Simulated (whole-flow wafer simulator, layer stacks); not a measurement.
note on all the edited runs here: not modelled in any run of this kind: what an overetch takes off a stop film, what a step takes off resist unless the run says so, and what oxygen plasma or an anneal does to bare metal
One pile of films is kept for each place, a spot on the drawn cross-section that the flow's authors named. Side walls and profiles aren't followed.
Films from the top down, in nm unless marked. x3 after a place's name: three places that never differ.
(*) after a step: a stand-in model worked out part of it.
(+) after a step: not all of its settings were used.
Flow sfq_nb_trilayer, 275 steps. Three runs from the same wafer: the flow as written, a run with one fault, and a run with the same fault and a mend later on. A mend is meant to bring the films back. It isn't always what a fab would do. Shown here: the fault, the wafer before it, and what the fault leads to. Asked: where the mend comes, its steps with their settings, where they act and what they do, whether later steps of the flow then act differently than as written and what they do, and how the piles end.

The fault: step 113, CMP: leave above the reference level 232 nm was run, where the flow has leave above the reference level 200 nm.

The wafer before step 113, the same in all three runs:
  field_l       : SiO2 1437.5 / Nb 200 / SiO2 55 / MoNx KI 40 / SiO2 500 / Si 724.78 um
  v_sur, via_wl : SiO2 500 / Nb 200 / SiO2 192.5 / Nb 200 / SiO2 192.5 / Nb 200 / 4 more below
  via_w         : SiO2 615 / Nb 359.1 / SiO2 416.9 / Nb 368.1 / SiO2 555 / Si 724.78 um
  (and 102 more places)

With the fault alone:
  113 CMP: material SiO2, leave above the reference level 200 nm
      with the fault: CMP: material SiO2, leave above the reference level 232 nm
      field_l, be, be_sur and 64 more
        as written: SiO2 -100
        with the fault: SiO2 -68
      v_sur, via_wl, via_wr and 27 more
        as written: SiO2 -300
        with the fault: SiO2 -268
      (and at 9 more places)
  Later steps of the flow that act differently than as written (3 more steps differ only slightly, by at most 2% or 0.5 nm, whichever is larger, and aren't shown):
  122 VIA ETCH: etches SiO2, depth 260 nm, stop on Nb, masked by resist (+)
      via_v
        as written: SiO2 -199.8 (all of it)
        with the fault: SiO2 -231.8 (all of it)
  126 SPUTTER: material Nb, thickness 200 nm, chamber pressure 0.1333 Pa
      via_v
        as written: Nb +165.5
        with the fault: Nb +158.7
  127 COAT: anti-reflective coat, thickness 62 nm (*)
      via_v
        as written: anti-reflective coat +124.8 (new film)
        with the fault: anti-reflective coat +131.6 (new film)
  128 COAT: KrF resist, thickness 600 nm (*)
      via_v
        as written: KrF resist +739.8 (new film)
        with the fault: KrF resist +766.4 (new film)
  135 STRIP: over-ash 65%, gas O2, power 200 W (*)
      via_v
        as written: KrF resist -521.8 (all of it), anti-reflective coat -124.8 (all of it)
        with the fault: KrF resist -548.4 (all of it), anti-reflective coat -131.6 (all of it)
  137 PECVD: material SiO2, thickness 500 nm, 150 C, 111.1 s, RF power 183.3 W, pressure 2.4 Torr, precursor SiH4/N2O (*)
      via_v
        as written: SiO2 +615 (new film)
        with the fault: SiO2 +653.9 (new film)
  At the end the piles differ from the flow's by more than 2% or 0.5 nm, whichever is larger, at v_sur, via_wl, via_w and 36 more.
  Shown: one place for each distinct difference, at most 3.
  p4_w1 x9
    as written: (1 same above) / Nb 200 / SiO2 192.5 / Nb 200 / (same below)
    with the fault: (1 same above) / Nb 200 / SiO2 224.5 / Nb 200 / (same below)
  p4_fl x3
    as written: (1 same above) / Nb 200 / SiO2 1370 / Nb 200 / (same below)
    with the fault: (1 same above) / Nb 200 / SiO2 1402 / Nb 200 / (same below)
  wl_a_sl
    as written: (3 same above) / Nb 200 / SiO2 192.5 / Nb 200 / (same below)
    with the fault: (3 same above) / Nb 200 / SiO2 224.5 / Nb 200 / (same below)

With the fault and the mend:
  The mend comes after step 120.
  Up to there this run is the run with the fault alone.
  120a STRIP: over-ash 65%, gas O2, power 200 W (*)
      field_l, v_sur, via_wl and 102 more
        KrF resist -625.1 (all of it), anti-reflective coat -62 (all of it)
      via_v
        anti-reflective coat -62 (all of it)
  120b CMP: material SiO2, leave above the reference level 200 nm (the flow's step 113 once more)
      field_l, v_sur, via_wl and 103 more
        SiO2 -32
  120c COAT: anti-reflective coat, thickness 62 nm (the flow's step 115 once more)
      field_l, v_sur, via_wl and 103 more
        anti-reflective coat +62 (new film)
  120d COAT: KrF resist, thickness 650 nm (the flow's step 116 once more)
      field_l, v_sur, via_wl and 103 more
        KrF resist +650 (new film)
  120e SOFTBAKE: KrF resist (the flow's step 117 once more)
      changes no film at any place that is followed
  120f EXPOSE: photomask I3, dose 11.91 mJ/cm2, NA 0.6, wavelength 248 nm (*) (the flow's step 118 once more)
      changes no film at any place that is followed
  120g PEB: KrF resist, 90 s (the flow's step 119 once more)
      field_l, v_sur, via_wl and 103 more
        KrF resist -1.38
  120h DEVELOP: KrF resist, thickness 650 nm, 60 s (the flow's step 120 once more)
      field_l, v_sur, via_wl and 102 more
        KrF resist -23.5
      via_v
        KrF resist -648.6 (all of it)
  No later step of the flow acts differently than as written at any place that is followed.
  At the end the piles are the same as the flow's at every place that both follow.
